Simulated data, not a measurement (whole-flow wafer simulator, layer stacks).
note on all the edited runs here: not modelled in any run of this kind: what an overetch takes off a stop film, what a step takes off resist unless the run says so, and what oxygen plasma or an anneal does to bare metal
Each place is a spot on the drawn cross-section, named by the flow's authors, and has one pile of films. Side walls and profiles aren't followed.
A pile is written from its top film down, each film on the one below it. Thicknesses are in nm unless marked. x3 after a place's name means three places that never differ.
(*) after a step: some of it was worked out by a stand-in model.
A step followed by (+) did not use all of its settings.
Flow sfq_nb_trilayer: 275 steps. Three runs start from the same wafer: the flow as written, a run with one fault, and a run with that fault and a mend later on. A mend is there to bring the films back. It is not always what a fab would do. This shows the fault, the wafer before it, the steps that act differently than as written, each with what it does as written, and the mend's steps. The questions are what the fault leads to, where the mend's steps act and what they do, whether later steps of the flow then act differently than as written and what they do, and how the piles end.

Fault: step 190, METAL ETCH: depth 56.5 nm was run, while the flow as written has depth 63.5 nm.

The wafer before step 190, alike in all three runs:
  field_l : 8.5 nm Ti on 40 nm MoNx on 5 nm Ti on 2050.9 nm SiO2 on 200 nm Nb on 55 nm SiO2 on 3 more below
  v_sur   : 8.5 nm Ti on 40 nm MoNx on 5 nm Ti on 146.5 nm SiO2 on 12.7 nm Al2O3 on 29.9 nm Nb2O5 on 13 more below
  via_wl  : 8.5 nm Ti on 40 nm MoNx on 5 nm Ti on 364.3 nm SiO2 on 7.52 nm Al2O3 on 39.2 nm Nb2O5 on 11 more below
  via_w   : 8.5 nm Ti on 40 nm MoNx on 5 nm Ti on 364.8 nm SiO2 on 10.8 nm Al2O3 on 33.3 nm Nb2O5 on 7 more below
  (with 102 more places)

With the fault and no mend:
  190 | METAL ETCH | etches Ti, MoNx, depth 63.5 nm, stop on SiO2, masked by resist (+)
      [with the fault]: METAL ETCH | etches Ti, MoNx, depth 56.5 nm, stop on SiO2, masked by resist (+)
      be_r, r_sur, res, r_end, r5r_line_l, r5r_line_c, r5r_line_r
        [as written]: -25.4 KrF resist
        [with the fault]: -22.6 KrF resist
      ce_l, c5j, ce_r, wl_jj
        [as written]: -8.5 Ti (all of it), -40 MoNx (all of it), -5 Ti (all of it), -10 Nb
        [with the fault]: -8.5 Ti (all of it), -40 MoNx (all of it), -5 Ti (all of it), -3 Nb
  Steps later in the flow that act otherwise than as written (not shown: 11 more steps that differ only slightly, by at most 2% or 0.5 nm, whichever is larger):
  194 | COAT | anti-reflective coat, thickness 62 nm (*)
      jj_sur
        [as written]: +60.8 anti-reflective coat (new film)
        [with the fault]: +62.1 anti-reflective coat (new film)
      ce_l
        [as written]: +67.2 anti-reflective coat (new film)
        [with the fault]: +64 anti-reflective coat (new film)
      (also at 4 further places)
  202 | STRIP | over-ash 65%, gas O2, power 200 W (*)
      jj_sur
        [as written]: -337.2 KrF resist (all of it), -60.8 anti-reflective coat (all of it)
        [with the fault]: -337.1 KrF resist (all of it), -62.1 anti-reflective coat (all of it)
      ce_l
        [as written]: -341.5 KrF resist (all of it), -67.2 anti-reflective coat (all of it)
        [with the fault]: -339 KrF resist (all of it), -64 anti-reflective coat (all of it)
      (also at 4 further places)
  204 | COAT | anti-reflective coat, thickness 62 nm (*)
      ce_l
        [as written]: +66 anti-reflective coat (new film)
        [with the fault]: +62.9 anti-reflective coat (new film)
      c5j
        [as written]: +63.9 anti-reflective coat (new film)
        [with the fault]: +62.1 anti-reflective coat (new film)
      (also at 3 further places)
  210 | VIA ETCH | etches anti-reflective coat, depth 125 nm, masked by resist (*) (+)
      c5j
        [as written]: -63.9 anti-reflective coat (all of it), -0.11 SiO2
        [with the fault]: -62.1 anti-reflective coat (all of it), -0.12 SiO2
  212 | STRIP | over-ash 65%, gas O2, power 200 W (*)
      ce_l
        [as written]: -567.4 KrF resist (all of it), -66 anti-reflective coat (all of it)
        [with the fault]: -564.9 KrF resist (all of it), -62.9 anti-reflective coat (all of it)
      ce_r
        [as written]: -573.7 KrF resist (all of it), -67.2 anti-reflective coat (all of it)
        [with the fault]: -571.4 KrF resist (all of it), -63.9 anti-reflective coat (all of it)
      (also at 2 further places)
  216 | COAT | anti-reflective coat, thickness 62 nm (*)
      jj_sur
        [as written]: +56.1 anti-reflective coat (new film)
        [with the fault]: +57.8 anti-reflective coat (new film)
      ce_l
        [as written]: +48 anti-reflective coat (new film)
        [with the fault]: +45.9 anti-reflective coat (new film)
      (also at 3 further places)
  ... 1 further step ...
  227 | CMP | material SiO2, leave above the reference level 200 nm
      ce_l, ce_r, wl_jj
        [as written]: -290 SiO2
        [with the fault]: -297 SiO2
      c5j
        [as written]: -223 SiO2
        [with the fault]: -230 SiO2
  By the end, the piles at ce_l, c5j, ce_r, wl_jj depart from the flow's by more than 2% or 0.5 nm, whichever is larger.
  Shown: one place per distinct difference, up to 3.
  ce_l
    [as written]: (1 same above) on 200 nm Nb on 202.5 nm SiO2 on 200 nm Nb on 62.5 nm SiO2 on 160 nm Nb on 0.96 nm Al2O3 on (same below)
    [with the fault]: (1 same above) on 200 nm Nb on 195.5 nm SiO2 on 200 nm Nb on 62.5 nm SiO2 on 167 nm Nb on 0.96 nm Al2O3 on (same below)
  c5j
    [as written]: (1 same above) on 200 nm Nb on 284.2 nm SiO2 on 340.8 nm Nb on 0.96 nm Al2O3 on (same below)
    [with the fault]: (1 same above) on 200 nm Nb on 277.2 nm SiO2 on 347.8 nm Nb on 0.96 nm Al2O3 on (same below)

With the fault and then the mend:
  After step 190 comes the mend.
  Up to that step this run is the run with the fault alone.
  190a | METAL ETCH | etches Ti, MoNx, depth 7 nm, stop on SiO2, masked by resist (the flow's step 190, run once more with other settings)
      be_r, r_sur, res, r_end, r5r_line_l, r5r_line_c, r5r_line_r
        -2.8 KrF resist
      ce_l, c5j, ce_r, wl_jj
        -7 Nb
  Every later step of the flow that is run acts as written at every place that is followed.
  The piles end the same as the flow's at every place that both follow.
